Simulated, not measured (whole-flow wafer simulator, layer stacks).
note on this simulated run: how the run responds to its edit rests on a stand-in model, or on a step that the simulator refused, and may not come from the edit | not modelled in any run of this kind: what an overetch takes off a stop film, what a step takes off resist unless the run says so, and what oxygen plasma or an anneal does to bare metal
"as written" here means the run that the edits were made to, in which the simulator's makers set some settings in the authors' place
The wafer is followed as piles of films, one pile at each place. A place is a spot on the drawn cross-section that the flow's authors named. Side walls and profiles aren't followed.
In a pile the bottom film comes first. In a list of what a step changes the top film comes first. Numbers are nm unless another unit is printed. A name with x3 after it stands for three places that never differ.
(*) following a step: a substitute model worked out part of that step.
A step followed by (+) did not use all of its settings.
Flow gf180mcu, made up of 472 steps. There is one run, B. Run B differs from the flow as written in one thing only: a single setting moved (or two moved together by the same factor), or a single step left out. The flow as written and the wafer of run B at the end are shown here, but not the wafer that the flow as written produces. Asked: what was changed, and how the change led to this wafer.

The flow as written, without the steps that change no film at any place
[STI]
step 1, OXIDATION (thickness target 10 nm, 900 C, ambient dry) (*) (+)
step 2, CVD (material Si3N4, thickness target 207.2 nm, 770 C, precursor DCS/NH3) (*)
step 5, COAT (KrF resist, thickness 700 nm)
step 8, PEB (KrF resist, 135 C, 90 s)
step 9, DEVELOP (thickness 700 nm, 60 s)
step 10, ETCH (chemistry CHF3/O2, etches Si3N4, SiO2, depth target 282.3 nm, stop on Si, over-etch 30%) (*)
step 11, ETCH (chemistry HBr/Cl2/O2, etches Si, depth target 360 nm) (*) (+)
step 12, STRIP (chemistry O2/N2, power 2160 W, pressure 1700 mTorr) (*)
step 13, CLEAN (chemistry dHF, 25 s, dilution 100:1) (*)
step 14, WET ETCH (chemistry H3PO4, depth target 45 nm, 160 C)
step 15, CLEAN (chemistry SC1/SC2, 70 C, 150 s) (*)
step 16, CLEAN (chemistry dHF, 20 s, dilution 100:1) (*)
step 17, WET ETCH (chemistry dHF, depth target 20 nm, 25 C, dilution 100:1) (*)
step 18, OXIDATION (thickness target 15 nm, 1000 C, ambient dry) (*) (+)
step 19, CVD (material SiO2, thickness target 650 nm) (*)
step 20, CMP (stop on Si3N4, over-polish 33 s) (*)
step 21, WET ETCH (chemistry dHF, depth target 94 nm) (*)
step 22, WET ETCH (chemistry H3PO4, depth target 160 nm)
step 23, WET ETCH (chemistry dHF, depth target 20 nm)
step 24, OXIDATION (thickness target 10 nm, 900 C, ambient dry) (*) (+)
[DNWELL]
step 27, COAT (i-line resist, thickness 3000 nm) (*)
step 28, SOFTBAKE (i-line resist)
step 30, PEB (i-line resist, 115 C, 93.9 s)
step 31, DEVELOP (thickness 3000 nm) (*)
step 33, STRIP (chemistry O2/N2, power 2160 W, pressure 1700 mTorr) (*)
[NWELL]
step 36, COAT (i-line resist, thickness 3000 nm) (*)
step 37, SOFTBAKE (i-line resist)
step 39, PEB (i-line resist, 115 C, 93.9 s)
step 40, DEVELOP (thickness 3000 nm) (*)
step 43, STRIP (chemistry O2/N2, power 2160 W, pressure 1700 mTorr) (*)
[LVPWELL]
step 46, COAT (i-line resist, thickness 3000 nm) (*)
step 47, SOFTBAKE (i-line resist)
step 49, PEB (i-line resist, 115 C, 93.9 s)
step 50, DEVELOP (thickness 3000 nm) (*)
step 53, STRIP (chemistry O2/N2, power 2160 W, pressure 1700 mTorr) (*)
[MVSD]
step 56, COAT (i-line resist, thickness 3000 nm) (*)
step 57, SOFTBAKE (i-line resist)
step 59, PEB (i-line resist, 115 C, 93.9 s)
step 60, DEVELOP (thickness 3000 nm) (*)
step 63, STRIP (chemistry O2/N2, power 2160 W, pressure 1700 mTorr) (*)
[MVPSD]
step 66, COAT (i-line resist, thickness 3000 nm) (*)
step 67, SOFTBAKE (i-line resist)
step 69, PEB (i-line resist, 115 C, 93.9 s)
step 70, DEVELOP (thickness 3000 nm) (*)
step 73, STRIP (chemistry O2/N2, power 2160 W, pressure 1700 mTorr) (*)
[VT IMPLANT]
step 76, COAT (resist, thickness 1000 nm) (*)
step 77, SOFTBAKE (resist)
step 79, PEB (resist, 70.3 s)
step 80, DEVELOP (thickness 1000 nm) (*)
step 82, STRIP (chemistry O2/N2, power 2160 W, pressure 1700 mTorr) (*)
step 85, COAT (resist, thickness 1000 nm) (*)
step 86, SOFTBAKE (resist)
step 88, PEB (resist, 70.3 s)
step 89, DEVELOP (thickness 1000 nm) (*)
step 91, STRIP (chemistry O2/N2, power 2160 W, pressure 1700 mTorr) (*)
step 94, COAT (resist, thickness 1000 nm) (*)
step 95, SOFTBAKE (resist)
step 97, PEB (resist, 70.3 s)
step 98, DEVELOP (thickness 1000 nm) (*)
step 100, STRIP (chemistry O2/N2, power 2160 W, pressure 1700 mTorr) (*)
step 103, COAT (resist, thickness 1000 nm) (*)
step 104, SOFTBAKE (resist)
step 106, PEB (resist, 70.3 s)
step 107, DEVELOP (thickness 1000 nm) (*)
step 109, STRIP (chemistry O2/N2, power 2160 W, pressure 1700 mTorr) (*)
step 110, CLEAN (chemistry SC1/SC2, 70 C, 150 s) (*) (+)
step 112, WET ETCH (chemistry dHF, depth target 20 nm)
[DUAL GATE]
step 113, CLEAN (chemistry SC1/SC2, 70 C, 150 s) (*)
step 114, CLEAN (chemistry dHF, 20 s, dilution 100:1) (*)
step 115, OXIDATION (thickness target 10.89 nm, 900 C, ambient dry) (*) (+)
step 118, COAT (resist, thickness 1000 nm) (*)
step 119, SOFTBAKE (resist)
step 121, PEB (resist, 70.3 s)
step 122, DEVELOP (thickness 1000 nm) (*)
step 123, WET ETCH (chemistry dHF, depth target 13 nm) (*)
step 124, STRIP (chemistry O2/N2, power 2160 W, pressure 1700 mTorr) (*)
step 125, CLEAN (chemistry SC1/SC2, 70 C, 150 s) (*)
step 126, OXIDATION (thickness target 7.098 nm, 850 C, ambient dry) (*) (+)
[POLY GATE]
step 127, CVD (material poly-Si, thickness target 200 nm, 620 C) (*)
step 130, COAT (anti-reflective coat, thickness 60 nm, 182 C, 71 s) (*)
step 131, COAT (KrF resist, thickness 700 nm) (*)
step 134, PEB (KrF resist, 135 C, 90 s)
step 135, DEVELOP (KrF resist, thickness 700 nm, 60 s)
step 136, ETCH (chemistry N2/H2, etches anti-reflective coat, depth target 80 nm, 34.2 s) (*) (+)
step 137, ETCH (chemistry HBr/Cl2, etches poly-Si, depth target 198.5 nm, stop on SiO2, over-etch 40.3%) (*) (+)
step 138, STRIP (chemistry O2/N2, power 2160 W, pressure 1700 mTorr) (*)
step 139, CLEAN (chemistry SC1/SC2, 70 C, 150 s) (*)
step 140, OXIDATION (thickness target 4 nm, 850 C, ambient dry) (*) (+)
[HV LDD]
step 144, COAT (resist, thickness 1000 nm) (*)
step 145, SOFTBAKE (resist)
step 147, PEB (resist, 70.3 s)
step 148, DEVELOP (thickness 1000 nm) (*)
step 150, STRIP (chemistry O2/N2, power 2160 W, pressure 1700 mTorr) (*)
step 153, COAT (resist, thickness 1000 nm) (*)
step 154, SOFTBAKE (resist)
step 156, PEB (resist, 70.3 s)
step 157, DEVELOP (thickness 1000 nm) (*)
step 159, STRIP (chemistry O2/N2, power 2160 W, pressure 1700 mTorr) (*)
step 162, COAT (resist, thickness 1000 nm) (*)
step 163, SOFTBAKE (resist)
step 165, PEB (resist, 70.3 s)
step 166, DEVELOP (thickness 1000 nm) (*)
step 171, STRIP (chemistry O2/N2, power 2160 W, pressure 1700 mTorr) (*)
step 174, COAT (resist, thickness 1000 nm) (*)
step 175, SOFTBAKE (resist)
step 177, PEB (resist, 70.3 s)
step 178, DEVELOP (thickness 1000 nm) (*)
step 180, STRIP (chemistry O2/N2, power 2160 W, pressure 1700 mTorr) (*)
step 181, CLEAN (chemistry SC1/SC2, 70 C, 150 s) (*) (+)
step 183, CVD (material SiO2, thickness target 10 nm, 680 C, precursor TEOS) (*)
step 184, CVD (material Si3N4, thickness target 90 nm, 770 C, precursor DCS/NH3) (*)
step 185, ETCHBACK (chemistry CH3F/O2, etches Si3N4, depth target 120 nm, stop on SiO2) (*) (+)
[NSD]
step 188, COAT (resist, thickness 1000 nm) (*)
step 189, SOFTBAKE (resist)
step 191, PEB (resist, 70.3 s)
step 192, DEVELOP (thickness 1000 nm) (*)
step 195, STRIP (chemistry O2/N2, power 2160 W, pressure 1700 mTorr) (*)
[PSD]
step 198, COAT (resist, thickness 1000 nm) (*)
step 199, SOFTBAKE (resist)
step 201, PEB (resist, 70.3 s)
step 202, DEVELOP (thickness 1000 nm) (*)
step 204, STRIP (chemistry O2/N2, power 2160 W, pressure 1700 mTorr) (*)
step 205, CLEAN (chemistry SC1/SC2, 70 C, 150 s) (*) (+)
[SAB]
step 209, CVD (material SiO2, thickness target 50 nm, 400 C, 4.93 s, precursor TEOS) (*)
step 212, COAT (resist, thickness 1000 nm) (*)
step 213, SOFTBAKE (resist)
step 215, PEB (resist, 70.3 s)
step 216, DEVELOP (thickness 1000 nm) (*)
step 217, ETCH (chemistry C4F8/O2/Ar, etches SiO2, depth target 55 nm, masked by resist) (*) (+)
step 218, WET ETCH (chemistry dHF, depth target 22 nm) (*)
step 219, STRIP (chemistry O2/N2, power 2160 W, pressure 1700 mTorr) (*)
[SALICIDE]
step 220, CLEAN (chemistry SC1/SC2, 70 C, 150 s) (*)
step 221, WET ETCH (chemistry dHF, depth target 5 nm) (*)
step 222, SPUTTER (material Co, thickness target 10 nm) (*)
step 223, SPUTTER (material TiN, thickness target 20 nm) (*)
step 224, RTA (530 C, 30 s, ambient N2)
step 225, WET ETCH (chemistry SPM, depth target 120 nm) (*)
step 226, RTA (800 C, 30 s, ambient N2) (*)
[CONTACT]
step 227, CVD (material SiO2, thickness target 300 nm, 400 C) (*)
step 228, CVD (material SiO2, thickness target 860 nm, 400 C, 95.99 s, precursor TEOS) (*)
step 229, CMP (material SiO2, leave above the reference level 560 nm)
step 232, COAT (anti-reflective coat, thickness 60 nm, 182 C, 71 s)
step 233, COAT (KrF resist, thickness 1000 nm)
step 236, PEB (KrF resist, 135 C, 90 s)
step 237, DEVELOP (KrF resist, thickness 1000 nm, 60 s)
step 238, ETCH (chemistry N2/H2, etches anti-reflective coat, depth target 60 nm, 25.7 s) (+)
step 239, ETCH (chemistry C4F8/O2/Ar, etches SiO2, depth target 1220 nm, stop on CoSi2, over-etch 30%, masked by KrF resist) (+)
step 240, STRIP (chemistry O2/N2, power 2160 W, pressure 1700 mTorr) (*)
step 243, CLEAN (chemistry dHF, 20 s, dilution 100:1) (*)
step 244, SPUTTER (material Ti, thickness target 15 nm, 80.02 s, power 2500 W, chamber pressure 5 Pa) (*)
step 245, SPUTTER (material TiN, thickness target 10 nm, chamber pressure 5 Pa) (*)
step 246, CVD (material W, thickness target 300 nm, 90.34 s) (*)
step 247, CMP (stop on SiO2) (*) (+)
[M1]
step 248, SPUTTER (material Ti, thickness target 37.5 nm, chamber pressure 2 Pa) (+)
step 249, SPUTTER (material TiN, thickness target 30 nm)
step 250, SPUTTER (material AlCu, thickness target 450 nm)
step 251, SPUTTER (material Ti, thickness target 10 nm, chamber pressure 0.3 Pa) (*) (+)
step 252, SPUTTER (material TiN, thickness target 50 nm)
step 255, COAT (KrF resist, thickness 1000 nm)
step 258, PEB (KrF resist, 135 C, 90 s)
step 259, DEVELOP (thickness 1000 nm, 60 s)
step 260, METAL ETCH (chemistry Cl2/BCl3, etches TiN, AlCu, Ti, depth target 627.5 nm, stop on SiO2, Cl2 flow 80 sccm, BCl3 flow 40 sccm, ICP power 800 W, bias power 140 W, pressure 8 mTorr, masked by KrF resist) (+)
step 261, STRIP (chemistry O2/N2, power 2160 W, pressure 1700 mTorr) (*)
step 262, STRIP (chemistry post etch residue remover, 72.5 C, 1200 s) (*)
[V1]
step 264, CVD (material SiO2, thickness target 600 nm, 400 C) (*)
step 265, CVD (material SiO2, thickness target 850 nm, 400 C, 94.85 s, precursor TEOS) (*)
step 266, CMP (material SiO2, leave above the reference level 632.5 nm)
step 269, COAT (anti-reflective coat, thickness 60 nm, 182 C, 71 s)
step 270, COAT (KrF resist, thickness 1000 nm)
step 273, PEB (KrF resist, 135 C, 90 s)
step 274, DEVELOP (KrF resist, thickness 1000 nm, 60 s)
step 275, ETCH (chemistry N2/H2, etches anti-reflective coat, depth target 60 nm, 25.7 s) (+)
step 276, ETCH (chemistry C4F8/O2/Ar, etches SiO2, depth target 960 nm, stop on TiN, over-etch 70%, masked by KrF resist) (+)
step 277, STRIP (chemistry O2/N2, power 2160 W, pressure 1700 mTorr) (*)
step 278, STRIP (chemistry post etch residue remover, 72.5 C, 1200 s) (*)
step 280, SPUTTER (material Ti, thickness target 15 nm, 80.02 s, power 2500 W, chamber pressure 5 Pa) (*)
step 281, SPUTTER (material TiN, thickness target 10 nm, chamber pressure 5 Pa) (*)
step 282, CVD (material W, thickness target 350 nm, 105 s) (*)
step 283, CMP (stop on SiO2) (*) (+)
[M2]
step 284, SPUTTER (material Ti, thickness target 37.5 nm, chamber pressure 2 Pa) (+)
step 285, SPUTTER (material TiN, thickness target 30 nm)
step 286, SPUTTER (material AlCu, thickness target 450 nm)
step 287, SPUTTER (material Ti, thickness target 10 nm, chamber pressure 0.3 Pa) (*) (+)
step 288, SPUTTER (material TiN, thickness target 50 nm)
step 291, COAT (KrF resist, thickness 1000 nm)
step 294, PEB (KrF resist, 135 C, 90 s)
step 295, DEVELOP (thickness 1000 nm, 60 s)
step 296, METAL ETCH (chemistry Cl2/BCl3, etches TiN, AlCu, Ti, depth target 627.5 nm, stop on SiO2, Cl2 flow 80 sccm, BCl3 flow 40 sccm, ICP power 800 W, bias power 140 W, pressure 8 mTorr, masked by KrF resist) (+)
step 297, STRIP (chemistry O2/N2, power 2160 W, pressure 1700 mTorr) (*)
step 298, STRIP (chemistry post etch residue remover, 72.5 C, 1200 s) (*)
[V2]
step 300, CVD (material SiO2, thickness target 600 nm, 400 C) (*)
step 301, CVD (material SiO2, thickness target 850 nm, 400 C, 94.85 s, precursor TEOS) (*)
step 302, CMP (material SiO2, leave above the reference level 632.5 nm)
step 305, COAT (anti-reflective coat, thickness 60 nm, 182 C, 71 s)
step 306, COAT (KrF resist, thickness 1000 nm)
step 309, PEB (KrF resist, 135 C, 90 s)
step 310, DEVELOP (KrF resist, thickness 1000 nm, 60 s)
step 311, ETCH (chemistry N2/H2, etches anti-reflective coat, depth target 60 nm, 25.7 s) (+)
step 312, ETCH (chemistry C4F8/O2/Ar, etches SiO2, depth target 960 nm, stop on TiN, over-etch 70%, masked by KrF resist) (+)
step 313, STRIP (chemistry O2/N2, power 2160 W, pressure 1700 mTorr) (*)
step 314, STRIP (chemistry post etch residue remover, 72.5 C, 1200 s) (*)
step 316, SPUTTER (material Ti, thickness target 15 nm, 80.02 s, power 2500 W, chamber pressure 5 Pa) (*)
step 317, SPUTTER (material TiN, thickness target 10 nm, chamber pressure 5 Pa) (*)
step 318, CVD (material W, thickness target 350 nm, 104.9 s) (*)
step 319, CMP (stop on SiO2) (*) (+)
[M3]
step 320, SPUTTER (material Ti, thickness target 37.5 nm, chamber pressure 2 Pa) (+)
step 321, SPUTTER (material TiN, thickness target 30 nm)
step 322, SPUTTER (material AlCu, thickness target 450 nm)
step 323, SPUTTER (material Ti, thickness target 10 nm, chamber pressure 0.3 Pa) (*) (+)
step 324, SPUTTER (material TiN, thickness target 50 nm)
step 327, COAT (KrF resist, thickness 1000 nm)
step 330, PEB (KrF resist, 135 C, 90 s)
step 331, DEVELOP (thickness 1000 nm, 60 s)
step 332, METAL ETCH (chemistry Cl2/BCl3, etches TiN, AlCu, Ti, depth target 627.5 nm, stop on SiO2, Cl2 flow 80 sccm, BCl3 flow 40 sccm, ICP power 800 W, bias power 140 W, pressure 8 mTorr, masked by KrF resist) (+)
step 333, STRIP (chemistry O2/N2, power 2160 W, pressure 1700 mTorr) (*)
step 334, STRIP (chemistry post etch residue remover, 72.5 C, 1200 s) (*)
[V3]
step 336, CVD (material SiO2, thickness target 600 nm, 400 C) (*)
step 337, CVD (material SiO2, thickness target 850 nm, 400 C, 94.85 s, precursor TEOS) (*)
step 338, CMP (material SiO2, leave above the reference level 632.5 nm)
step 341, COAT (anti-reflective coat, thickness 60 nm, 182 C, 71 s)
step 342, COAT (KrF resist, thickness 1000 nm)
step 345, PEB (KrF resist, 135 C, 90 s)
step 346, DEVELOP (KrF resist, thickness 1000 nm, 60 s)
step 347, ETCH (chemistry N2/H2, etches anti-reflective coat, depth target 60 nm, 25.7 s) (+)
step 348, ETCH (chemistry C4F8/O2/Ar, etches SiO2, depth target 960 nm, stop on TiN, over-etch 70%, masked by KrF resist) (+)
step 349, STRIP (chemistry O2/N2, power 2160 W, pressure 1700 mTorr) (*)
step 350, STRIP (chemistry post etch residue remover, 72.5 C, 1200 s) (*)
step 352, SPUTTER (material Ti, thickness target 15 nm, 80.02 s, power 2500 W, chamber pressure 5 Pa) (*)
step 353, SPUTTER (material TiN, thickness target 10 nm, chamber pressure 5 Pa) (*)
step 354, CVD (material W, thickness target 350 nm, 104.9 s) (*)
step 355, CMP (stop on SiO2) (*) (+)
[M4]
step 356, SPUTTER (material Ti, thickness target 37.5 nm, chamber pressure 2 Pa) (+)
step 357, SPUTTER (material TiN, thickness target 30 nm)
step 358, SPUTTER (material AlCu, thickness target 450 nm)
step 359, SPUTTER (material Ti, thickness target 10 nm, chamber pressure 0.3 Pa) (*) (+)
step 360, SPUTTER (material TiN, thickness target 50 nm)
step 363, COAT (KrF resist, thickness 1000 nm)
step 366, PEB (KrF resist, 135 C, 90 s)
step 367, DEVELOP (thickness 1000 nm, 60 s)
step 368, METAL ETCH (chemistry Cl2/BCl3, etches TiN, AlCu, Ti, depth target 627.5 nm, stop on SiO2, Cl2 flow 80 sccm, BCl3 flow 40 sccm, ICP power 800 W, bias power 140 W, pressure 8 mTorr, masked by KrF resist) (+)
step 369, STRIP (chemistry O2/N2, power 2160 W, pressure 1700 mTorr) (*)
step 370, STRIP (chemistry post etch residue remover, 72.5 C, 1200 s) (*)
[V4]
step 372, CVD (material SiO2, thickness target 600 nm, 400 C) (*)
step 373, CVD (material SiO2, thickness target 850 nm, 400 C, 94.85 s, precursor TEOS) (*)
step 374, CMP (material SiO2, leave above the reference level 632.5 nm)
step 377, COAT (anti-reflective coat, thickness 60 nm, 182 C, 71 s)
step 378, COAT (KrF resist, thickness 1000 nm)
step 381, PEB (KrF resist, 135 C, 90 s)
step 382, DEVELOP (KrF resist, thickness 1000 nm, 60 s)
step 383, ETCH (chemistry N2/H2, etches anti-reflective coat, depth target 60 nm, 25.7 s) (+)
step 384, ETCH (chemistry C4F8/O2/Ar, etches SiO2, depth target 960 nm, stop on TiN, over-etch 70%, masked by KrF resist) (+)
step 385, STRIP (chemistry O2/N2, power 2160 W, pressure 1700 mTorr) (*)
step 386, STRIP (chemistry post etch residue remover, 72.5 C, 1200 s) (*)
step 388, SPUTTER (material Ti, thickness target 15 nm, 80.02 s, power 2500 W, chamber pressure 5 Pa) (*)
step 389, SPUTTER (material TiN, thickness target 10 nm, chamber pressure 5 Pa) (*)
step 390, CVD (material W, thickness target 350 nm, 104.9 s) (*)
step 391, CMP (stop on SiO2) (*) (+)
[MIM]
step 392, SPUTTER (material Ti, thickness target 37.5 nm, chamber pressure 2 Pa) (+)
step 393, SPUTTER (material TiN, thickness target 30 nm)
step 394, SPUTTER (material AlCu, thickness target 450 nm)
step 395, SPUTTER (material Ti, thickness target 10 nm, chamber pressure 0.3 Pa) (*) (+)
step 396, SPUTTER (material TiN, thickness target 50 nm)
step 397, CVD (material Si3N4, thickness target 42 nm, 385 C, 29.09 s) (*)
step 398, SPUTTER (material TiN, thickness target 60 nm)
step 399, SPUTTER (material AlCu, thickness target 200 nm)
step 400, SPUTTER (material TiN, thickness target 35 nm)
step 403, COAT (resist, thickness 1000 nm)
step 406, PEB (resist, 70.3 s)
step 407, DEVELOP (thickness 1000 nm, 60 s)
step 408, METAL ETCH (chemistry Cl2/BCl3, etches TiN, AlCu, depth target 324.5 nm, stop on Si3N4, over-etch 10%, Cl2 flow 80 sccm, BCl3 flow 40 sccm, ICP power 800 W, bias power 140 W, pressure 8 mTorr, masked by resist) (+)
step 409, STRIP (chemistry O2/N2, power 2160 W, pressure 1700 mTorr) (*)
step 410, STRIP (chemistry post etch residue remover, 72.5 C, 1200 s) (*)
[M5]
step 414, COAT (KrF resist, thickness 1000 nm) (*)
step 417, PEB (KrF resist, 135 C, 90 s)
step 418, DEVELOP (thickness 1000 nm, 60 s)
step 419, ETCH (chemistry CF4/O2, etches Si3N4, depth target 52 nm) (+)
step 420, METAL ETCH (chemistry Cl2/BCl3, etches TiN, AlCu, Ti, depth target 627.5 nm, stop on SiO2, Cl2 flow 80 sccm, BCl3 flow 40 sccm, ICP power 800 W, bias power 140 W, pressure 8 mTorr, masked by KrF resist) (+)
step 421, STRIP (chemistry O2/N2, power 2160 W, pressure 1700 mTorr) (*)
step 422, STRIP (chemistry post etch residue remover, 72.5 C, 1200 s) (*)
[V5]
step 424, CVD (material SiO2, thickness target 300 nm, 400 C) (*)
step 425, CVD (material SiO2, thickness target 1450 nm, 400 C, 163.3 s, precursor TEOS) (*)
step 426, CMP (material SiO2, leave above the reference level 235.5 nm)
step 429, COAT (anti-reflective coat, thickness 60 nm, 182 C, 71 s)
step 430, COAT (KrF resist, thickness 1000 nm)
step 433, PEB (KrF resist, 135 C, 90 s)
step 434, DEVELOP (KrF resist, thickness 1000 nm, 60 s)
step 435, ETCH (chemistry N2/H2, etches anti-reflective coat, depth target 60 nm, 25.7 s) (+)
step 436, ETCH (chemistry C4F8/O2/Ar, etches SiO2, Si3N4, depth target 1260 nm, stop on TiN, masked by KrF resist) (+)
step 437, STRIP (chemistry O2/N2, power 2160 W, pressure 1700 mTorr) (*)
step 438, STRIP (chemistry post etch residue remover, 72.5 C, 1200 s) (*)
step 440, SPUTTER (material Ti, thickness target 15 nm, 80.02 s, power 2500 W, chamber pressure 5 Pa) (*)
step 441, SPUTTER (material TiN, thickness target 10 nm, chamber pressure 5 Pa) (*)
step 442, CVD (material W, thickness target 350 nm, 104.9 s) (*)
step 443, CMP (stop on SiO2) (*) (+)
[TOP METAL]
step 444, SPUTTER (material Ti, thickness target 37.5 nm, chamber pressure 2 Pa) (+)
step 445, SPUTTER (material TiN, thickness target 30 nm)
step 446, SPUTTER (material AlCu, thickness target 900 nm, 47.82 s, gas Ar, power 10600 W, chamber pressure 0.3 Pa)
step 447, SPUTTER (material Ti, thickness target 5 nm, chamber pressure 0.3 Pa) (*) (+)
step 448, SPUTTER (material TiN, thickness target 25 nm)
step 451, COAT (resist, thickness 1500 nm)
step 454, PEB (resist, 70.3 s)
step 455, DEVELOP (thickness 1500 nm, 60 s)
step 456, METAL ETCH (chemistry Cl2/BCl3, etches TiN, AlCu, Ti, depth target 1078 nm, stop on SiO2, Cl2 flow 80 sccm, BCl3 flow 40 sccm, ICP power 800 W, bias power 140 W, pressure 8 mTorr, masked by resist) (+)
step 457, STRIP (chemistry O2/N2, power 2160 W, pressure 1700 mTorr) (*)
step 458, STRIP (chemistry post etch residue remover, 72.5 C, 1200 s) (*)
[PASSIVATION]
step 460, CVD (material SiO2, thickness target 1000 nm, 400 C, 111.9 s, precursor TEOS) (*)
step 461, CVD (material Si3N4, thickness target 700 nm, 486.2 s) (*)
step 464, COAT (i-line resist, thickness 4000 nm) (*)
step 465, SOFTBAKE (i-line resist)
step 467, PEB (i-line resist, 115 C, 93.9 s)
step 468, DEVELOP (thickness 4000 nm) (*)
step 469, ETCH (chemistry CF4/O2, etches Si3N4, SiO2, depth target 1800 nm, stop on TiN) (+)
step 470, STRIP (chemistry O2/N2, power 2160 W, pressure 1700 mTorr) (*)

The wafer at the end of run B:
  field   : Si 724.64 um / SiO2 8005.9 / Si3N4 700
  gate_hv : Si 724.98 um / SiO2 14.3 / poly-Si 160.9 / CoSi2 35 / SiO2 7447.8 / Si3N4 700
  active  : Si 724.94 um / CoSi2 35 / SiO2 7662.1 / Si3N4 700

Cause: step 302, CMP: leave above the reference level 411.1 nm was run, while the flow as written has leave above the reference level 632.5 nm.

How this came from the change, step by step:
  step 302, CMP (material SiO2, leave above the reference level 632.5 nm)
      field, field__w1, field__w2 and 103 more: -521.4 SiO2 (as written it would have been: -300 SiO2)
      field__w8, contact, m1, m1__w1, m1_nw: -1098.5 SiO2 (as written it would have been: -877.1 SiO2)
  step 312, ETCH (chemistry C4F8/O2/Ar, etches SiO2, depth target 960 nm, stop on TiN, over-etch 70%, masked by KrF resist) (+)
      field, field__w1, field__w2 and 107 more: -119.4 KrF resist (as written it would have been: -192 KrF resist)
      contact: -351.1 SiO2 (all of it) (as written it would have been: -572.5 SiO2 (all of it))
  step 313, STRIP (chemistry O2/N2, power 2160 W, pressure 1700 mTorr) (*)
      field, field__w1, field__w2 and 107 more: -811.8 KrF resist (all of it), -60 anti-reflective coat (all of it) (as written it would have been: -739.2 KrF resist (all of it), -60 anti-reflective coat (all of it))
  step 316, SPUTTER (material Ti, thickness target 15 nm, 80.02 s, power 2500 W, chamber pressure 5 Pa) (*)
      contact: +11 Ti (new film) (as written it would have been: +9.65 Ti (new film))
  step 317, SPUTTER (material TiN, thickness target 10 nm, chamber pressure 5 Pa) (*)
      contact: +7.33 TiN (new film) (as written it would have been: +6.4 TiN (new film))
  step 318, CVD (material W, thickness target 350 nm, 104.9 s) (*)
      contact: +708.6 W (new film) (as written it would have been: +932.3 W (new film))
